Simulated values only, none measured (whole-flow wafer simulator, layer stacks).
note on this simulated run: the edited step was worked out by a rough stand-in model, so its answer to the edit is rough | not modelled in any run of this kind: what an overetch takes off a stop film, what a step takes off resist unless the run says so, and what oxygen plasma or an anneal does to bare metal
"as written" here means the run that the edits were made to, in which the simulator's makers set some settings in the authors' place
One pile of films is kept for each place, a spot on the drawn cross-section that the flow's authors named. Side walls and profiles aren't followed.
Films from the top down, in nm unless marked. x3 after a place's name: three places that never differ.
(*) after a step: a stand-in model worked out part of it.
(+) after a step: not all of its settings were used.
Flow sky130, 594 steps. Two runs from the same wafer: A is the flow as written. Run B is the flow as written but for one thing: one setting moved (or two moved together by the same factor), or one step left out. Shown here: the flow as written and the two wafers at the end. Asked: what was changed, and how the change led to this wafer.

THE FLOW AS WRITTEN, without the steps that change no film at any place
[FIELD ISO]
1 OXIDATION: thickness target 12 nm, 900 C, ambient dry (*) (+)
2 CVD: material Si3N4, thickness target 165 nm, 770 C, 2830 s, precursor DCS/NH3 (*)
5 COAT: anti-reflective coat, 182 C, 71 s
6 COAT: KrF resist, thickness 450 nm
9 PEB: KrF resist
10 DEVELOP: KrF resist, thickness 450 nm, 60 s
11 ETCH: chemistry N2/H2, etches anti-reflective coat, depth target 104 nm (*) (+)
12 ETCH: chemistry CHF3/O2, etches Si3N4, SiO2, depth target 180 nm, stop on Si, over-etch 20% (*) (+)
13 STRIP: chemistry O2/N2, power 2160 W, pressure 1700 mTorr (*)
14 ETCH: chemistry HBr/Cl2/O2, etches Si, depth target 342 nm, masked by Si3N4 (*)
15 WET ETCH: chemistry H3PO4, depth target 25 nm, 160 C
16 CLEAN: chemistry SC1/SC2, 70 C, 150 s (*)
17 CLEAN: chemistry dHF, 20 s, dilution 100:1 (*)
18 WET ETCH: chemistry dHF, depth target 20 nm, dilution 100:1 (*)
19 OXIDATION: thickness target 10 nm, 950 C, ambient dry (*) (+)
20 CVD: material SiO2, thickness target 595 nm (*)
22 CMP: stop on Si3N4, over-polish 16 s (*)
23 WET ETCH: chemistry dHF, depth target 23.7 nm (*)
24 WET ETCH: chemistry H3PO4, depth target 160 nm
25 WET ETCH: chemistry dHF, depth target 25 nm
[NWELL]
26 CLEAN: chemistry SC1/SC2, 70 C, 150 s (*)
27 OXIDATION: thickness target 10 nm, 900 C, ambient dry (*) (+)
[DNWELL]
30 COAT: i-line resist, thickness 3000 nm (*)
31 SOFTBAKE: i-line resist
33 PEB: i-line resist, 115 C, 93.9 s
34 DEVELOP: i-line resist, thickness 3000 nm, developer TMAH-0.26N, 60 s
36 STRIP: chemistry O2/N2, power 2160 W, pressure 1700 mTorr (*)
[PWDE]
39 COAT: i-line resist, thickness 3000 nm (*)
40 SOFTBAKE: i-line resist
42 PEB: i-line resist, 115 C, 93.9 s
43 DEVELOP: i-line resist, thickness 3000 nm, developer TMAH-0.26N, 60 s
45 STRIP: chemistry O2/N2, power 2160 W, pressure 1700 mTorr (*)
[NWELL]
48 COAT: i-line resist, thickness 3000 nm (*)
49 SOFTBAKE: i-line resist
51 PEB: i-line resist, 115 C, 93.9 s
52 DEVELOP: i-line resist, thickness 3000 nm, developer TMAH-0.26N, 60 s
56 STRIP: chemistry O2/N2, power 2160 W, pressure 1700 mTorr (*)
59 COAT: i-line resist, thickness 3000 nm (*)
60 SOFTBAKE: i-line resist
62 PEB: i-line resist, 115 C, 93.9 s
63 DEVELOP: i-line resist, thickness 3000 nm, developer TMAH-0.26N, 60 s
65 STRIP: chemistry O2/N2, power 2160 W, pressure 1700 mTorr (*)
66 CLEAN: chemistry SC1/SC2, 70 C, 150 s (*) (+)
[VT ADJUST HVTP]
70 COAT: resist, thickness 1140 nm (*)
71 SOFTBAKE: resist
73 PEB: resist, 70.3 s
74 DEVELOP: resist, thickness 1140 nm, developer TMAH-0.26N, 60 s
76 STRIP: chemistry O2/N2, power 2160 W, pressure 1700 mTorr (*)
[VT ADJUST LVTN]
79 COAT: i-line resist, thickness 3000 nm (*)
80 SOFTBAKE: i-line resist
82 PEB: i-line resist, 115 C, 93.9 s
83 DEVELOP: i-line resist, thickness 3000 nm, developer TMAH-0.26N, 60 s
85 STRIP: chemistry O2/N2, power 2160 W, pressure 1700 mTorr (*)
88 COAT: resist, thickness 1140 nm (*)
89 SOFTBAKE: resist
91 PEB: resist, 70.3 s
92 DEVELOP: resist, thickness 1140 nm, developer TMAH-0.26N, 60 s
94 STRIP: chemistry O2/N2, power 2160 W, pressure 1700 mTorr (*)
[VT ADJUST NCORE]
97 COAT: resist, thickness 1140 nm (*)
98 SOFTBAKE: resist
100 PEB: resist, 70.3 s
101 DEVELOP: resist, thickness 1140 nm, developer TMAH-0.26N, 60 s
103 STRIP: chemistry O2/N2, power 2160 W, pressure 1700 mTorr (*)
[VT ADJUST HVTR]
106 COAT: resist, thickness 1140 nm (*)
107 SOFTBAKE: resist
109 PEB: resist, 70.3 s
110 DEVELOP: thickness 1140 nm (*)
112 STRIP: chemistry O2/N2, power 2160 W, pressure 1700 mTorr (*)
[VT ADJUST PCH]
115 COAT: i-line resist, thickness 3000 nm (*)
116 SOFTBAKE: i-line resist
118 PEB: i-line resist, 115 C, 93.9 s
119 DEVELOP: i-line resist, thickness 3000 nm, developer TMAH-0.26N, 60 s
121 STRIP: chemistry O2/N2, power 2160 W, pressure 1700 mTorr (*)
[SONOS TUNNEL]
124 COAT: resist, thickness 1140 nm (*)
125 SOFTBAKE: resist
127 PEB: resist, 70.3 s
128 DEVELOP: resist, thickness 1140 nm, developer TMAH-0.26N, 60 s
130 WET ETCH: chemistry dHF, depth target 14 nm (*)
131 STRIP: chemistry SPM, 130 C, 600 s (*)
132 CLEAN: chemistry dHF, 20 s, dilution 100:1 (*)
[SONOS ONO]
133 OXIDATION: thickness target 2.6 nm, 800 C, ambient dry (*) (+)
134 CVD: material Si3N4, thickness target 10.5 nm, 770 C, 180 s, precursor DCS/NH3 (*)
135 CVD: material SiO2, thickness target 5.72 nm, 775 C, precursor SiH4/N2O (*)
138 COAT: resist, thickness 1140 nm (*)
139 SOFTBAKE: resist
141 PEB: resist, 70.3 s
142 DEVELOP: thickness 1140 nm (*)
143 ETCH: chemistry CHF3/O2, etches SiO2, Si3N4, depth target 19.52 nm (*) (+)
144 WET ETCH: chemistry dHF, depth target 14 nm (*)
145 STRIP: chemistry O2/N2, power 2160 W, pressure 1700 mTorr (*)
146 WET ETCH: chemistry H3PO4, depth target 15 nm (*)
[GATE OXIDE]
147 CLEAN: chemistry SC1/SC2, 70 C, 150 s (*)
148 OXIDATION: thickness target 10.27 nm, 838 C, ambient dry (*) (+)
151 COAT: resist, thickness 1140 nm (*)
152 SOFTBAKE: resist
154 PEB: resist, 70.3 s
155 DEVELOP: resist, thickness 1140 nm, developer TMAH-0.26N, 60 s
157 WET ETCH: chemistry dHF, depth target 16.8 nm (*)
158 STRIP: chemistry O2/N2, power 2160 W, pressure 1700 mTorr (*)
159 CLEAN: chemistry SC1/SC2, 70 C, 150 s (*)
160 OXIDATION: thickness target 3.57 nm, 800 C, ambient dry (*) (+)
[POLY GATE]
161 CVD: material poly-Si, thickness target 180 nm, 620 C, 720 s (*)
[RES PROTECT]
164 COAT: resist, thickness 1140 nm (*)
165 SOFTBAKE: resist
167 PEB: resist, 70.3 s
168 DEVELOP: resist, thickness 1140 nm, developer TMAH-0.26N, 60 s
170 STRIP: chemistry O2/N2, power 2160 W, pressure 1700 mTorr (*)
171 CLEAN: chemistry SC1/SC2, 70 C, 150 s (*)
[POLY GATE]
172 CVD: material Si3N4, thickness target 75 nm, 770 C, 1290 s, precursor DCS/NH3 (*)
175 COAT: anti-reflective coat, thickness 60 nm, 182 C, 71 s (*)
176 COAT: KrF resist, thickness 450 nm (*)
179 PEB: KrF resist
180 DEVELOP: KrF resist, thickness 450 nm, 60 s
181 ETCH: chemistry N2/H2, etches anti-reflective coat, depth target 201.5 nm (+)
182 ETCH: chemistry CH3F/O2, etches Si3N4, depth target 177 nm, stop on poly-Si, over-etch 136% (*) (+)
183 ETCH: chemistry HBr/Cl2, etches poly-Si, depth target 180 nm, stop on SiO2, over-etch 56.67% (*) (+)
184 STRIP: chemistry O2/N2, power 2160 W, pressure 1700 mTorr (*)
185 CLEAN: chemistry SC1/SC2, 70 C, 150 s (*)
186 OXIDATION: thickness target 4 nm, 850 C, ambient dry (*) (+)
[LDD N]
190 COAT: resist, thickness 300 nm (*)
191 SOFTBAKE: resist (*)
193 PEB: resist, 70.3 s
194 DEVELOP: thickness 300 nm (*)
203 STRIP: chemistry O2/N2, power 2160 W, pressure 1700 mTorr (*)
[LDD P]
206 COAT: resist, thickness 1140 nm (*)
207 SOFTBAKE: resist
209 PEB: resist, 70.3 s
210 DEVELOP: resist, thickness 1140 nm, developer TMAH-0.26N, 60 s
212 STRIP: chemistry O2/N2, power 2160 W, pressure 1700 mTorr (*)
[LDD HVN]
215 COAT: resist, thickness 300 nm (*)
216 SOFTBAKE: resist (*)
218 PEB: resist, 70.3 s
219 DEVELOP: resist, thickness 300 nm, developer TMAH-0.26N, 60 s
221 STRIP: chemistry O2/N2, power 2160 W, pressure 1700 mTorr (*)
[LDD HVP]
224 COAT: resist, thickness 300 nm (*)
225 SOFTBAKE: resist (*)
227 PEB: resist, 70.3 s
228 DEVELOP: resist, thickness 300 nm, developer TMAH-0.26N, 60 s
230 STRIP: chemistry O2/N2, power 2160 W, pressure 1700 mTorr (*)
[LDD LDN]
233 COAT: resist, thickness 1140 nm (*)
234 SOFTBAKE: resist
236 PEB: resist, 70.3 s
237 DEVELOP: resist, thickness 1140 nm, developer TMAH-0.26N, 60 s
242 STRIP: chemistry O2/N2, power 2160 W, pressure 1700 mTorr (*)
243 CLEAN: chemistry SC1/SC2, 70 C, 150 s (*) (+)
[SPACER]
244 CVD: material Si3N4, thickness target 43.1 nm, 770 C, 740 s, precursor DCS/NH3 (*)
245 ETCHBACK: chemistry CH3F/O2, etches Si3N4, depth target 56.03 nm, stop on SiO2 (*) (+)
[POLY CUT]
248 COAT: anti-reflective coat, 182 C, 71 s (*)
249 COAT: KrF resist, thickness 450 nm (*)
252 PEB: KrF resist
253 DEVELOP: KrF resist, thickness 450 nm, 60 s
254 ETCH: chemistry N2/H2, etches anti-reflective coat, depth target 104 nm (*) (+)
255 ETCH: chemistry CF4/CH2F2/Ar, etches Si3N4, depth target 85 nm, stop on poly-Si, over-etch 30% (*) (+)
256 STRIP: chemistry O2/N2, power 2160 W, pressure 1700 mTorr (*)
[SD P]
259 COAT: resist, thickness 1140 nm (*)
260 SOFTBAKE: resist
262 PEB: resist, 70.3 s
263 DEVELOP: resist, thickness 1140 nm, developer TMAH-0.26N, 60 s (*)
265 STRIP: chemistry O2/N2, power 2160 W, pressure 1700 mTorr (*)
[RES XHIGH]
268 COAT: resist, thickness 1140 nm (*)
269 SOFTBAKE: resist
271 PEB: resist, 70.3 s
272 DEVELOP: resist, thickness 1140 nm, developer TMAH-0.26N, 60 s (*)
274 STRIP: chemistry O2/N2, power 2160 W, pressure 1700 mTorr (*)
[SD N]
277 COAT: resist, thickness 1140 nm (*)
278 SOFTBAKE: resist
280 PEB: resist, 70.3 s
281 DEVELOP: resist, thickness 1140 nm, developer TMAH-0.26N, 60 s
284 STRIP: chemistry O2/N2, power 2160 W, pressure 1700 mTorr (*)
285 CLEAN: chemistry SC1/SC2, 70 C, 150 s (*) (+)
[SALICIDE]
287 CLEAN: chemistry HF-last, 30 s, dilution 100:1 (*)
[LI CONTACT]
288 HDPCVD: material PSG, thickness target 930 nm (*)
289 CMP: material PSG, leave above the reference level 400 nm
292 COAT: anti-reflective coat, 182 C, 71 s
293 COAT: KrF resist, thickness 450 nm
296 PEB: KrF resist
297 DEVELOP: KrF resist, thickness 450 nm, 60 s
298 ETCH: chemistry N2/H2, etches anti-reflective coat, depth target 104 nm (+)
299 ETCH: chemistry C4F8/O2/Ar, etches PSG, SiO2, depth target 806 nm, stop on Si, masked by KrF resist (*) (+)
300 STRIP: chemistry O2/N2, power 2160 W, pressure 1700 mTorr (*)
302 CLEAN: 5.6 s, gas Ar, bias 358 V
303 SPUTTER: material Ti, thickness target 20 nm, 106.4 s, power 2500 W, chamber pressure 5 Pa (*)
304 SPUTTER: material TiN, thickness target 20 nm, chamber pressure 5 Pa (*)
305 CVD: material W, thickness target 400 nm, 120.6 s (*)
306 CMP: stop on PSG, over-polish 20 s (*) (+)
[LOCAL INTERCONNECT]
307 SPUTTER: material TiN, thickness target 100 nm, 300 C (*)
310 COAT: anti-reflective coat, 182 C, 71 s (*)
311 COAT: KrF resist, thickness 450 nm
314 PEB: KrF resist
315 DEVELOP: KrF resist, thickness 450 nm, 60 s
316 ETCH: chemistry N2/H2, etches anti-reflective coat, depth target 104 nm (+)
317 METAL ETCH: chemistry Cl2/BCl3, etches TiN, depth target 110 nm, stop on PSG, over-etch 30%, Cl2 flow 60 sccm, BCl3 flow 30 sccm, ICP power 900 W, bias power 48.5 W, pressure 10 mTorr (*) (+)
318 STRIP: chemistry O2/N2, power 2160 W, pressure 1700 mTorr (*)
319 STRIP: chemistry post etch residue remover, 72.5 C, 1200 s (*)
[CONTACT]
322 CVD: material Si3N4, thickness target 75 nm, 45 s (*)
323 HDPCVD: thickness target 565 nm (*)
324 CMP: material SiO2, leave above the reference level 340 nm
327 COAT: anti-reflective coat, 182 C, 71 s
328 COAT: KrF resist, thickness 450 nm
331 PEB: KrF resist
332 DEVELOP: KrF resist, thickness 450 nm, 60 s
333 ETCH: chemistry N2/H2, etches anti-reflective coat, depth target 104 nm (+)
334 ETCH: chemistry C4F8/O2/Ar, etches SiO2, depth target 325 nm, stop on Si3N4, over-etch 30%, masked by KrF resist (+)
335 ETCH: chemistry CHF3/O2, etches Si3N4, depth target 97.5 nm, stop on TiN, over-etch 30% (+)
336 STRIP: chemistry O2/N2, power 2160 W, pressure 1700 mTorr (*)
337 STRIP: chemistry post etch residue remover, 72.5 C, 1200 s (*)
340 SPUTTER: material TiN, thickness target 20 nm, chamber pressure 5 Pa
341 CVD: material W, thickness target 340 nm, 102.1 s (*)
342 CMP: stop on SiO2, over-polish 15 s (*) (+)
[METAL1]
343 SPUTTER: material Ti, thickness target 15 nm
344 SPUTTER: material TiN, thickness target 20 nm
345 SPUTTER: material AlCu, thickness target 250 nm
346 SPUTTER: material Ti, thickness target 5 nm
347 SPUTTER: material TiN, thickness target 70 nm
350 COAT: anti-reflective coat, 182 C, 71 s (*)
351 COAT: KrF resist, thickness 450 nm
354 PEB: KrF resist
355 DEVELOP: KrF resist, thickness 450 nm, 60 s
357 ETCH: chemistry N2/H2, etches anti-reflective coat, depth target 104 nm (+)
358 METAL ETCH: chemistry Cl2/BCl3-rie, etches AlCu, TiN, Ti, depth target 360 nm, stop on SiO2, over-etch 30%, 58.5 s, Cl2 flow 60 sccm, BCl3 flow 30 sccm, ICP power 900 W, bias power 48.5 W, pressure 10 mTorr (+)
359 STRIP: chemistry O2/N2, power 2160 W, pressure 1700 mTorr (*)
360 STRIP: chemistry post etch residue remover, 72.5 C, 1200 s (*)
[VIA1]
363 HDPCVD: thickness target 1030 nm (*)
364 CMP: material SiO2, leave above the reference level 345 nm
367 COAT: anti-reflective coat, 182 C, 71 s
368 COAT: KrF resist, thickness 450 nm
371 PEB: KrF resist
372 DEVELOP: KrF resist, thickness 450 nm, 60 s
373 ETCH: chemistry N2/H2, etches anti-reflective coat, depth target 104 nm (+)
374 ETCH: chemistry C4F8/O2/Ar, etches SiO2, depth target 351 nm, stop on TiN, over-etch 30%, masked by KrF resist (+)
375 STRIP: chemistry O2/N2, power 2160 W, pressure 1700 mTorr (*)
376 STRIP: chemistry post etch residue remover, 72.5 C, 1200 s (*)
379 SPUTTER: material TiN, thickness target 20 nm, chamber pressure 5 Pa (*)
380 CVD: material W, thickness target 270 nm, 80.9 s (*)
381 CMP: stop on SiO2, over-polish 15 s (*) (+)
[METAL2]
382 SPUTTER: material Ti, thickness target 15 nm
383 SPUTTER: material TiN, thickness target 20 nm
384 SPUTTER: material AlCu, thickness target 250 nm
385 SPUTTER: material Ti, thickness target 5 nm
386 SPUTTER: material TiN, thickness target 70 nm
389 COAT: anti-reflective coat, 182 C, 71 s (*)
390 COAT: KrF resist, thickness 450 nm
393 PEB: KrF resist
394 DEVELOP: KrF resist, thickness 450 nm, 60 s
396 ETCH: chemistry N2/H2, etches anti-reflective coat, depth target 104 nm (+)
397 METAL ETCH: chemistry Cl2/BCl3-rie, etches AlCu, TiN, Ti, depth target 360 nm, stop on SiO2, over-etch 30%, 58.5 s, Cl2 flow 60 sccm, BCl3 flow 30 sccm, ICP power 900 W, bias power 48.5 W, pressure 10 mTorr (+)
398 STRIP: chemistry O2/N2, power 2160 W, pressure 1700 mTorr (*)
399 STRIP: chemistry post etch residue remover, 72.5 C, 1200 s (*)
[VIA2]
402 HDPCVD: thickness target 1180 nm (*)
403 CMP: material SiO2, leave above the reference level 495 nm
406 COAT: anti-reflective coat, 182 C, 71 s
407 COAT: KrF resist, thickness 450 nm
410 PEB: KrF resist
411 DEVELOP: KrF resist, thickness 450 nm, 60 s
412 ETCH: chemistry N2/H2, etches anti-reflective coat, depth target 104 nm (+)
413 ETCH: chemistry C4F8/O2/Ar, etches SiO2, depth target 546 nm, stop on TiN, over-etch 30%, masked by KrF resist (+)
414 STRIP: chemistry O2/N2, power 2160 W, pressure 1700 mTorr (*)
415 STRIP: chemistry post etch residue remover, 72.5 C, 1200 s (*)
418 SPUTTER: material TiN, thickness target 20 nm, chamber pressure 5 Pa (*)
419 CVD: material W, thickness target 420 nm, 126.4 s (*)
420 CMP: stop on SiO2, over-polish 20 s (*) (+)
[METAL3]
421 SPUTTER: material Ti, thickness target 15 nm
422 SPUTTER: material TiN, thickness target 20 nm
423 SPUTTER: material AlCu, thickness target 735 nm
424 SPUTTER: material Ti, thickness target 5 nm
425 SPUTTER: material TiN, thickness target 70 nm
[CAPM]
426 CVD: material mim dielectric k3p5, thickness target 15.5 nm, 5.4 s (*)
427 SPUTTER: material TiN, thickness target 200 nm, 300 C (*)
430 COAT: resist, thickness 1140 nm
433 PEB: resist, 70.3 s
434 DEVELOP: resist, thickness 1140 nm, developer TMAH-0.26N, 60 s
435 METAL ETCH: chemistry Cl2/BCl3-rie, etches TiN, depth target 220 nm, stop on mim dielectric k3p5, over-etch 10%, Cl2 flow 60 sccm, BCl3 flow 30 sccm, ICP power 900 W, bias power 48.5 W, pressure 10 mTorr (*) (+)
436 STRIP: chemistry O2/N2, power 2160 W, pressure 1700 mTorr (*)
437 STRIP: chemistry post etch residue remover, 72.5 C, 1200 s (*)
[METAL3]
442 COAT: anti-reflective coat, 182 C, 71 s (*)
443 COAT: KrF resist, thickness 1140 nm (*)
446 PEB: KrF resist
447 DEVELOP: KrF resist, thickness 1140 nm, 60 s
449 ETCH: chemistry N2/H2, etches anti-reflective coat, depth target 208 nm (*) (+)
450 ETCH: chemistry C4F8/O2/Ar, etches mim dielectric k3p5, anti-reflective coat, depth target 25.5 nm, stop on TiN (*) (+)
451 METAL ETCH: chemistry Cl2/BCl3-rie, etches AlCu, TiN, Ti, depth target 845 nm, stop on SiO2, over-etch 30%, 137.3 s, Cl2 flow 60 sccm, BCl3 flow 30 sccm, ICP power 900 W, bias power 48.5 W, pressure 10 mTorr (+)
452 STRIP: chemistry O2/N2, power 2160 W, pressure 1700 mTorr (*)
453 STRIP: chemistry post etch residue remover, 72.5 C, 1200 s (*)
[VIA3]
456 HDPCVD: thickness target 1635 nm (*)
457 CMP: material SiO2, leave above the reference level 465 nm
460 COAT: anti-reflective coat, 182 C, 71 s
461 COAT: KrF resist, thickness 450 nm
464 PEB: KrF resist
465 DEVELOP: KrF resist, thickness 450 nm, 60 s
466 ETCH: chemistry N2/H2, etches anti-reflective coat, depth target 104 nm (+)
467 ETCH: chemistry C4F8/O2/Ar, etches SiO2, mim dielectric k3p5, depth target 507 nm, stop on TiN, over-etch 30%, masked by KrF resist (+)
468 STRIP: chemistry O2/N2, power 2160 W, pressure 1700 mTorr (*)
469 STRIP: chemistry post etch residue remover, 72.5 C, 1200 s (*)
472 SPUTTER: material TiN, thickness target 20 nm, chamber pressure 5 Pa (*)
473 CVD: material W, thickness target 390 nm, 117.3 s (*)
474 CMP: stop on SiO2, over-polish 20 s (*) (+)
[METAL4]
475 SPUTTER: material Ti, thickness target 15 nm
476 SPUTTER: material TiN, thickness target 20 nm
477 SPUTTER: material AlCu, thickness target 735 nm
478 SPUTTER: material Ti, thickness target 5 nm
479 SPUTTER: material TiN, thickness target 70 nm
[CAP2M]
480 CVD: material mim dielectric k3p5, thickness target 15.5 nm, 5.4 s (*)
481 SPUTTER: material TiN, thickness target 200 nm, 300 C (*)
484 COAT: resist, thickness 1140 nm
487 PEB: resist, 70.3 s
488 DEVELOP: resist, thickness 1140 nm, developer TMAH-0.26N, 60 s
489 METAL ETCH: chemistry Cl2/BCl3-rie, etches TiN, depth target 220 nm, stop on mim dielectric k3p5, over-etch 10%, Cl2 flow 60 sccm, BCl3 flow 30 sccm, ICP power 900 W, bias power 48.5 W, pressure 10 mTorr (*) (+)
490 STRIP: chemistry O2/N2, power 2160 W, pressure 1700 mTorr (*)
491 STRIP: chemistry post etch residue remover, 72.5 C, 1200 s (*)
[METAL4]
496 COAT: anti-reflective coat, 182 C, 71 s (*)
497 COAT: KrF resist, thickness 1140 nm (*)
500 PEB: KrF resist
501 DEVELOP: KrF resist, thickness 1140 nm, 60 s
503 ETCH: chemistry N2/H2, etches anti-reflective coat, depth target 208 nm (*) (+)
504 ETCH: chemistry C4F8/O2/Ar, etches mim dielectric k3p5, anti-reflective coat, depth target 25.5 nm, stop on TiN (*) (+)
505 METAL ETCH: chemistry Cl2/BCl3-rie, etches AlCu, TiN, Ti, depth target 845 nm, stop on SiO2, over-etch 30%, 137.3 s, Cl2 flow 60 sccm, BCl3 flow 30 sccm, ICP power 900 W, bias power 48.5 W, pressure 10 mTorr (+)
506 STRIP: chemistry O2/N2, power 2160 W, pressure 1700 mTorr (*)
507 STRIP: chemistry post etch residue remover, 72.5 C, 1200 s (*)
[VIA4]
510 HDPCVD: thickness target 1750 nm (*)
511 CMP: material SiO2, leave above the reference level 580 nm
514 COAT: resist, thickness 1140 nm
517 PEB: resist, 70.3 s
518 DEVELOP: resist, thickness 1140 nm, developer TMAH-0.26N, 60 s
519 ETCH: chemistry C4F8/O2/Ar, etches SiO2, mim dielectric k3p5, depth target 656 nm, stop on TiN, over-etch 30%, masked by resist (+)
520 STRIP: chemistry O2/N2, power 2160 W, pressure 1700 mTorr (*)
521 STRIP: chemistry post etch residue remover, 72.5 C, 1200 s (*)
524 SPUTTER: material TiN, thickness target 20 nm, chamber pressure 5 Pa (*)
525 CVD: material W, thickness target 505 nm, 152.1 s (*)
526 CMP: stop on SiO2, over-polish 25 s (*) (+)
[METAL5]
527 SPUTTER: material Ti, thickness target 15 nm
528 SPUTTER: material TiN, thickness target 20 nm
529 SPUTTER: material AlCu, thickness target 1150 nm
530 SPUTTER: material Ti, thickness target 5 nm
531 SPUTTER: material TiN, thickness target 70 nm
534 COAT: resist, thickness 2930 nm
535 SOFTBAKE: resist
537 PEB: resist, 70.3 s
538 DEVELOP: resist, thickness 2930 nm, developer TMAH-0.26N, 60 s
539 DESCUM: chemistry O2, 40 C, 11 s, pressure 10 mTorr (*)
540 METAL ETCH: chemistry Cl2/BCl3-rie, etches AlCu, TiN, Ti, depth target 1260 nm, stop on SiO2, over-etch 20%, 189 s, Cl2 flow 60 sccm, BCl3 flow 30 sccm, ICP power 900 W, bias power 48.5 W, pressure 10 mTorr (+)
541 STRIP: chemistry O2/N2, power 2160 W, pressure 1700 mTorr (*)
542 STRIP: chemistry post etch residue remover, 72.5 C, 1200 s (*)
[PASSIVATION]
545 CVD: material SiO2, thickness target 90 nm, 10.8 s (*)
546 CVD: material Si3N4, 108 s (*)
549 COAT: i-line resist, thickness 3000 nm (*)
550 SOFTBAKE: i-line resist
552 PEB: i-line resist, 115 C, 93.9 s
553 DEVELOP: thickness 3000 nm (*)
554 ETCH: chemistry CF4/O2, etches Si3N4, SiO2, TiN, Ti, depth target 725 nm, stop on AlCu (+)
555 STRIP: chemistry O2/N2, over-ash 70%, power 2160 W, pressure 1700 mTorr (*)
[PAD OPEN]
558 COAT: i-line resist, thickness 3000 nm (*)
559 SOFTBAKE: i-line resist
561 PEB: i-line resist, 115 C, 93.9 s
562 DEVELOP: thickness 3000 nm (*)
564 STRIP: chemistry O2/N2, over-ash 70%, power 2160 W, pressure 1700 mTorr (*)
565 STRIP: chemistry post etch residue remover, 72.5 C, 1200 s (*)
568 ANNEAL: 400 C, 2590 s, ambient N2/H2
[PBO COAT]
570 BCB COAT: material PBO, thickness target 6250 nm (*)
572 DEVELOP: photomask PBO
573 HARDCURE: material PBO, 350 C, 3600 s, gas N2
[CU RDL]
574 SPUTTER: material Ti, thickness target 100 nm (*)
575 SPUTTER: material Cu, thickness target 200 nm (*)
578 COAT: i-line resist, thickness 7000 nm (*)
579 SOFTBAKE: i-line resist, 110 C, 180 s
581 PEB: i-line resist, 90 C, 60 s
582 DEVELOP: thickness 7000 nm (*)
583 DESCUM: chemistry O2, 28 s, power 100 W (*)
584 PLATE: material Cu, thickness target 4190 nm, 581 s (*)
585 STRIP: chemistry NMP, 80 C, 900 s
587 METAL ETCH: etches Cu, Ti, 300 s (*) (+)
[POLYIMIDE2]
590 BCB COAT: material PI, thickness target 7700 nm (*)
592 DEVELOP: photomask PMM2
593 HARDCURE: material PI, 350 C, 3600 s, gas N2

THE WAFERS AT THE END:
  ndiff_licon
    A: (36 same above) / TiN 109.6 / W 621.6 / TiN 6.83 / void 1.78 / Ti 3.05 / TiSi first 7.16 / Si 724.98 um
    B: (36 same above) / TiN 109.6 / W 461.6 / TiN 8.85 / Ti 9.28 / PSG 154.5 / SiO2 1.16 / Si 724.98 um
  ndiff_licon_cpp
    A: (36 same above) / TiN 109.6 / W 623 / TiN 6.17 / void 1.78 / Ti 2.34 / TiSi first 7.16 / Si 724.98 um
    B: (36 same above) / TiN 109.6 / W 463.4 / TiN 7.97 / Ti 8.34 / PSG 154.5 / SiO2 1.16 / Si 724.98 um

The cause: step 299, ETCH: depth target 484 nm was run, where the flow has depth target 806 nm.

How the change led to this, step by step:
  299 ETCH: chemistry C4F8/O2/Ar, etches PSG, SiO2, depth target 806 nm, stop on Si, masked by KrF resist (*) (+)
      contact, ndiff_licon, ndiff_licon_cpp: A PSG -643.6 (all of it), SiO2 -1.16 (all of it) | B PSG -484
      field, active, n_well and 184 more: A KrF resist -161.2 | B KrF resist -96.8
  300 STRIP: chemistry O2/N2, power 2160 W, pressure 1700 mTorr (*)
      contact, ndiff_licon, ndiff_licon_cpp: A chemical SiO2 +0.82 (new film), Si -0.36 | B nothing
      field, active, n_well and 184 more: A KrF resist -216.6 (all of it), anti-reflective coat -80 (all of it) | B KrF resist -281 (all of it), anti-reflective coat -80 (all of it)
  302 CLEAN: 5.6 s, gas Ar, bias 358 V
      contact, ndiff_licon, ndiff_licon_cpp: A chemical SiO2 -0.82 (all of it) | B PSG -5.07
  303 SPUTTER: material Ti, thickness target 20 nm, 106.4 s, power 2500 W, chamber pressure 5 Pa (*)
      ndiff_licon: A Ti +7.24 (new film) | B Ti +9.28 (new film)
      ndiff_licon_cpp: A Ti +6.53 (new film) | B Ti +8.34 (new film)
  304 SPUTTER: material TiN, thickness target 20 nm, chamber pressure 5 Pa (*)
      ndiff_licon: A TiN +6.83 (new film) | B TiN +8.85 (new film)
      ndiff_licon_cpp: A TiN +6.17 (new film) | B TiN +7.97 (new film)
  305 CVD: material W, thickness target 400 nm, 120.6 s (*)
      ndiff_licon: A W +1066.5 (new film) | B W +906.5 (new film)
      ndiff_licon_cpp: A W +1067.9 (new film) | B W +908.3 (new film)
  568 ANNEAL: 400 C, 2590 s, ambient N2/H2
      ndiff_licon, ndiff_licon_cpp: A under 37 films: void +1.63 (new film), Ti -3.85, TiSi first +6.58 (new film), Si -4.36 | B nothing
Counting metal films that touch as one body, ndiff_licon has 5 bodies (between them, from the top down: SiO2 484 / mim dielectric k3p5 15.5; SiO2 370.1 / mim dielectric k3p5 15.5; SiO2 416; SiO2 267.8); the flow as written gives 6 bodies (between them, from the top down: SiO2 484 / mim dielectric k3p5 15.5; SiO2 370.1 / mim dielectric k3p5 15.5; SiO2 416; SiO2 267.8; void 1.78).
Counting metal films that touch as one body, ndiff_licon_cpp has 5 bodies (between them, from the top down: SiO2 484 / mim dielectric k3p5 15.5; SiO2 370.1 / mim dielectric k3p5 15.5; SiO2 416; SiO2 267.8); the flow as written gives 6 bodies (between them, from the top down: SiO2 484 / mim dielectric k3p5 15.5; SiO2 370.1 / mim dielectric k3p5 15.5; SiO2 416; SiO2 267.8; void 1.78).
